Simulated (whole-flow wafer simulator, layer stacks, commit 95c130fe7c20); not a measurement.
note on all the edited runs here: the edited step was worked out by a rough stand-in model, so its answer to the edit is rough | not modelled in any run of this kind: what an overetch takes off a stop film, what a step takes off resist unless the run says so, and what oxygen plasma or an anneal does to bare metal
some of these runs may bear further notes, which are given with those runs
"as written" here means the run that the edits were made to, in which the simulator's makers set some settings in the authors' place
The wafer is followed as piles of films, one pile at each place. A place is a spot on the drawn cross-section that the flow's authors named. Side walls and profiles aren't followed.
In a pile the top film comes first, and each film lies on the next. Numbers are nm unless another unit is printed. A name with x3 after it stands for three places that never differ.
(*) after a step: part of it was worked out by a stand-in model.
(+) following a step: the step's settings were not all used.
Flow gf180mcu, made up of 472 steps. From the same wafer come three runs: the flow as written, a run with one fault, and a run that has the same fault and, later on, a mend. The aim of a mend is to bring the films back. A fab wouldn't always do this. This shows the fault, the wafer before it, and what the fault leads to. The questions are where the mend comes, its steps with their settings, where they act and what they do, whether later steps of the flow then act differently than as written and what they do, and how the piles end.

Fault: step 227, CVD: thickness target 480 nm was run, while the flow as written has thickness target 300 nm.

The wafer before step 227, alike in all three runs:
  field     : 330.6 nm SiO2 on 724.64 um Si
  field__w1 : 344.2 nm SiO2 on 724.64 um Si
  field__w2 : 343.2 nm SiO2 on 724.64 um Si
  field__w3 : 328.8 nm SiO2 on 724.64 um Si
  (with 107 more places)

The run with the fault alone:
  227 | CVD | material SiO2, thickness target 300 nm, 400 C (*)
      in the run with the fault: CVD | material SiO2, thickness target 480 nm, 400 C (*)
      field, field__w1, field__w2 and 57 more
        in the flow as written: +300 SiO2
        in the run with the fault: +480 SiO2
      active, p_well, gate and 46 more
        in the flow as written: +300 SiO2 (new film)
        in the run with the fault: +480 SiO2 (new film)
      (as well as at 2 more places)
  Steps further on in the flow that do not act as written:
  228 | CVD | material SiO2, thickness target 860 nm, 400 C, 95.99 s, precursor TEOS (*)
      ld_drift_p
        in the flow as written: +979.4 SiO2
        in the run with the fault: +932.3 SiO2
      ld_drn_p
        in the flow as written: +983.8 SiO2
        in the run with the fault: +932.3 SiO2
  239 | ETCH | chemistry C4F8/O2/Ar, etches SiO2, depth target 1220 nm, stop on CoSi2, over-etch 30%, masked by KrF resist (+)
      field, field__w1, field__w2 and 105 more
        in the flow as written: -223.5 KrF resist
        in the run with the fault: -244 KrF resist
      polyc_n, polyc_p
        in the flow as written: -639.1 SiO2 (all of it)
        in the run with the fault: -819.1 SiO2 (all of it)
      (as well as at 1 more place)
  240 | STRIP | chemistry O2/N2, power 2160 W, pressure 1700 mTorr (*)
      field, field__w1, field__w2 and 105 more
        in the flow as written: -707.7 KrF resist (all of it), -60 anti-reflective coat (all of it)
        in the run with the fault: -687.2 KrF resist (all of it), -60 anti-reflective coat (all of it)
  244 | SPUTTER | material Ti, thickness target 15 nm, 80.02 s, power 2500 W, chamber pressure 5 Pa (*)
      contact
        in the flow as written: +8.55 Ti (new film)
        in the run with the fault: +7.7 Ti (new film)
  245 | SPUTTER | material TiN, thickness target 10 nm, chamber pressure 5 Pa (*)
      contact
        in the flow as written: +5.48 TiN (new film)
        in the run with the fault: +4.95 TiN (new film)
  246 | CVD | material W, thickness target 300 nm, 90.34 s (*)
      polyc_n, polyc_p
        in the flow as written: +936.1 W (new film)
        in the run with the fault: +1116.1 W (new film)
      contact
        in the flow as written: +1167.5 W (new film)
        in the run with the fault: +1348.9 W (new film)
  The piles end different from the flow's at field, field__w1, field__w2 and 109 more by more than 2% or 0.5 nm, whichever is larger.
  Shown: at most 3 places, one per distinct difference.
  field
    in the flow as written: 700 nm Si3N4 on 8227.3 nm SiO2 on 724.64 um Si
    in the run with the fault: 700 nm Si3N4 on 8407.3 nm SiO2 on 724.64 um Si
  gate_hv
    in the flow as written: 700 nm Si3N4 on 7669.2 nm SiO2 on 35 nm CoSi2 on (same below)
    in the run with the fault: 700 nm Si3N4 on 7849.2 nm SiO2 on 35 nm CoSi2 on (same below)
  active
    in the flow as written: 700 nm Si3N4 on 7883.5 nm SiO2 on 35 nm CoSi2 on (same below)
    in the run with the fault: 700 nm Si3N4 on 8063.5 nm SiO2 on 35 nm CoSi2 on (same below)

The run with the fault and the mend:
  The mend stands after step 227.
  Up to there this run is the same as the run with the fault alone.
  227a | WET ETCH | chemistry dHF, depth target 180 nm, 25 C, dilution 100:1 (*) (a further turn of the flow's step 17, with different settings)
      field, field__w1, field__w2 and 108 more
        -180 SiO2
  Steps further on in the flow that do not act as written:
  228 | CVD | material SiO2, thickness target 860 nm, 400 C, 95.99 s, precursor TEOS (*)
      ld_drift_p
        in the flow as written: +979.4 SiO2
        in the run with the mend: +932.3 SiO2
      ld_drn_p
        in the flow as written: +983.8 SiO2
        in the run with the mend: +932.3 SiO2
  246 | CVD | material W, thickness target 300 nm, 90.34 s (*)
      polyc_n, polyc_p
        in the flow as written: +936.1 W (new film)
        in the run with the mend: +820 W (new film), +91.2 void (new film), +24.9 W (new film)
  The piles end different from the flow's at polyc_n, polyc_p by more than 2% or 0.5 nm, whichever is larger.
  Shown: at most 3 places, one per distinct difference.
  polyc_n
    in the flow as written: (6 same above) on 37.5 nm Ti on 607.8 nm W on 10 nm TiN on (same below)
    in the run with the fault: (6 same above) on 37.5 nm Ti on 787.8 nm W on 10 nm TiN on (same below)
    in the run with the mend: (6 same above) on 37.5 nm Ti on 491.7 nm W on 91.2 nm void on 24.9 nm W on 10 nm TiN on (same below)
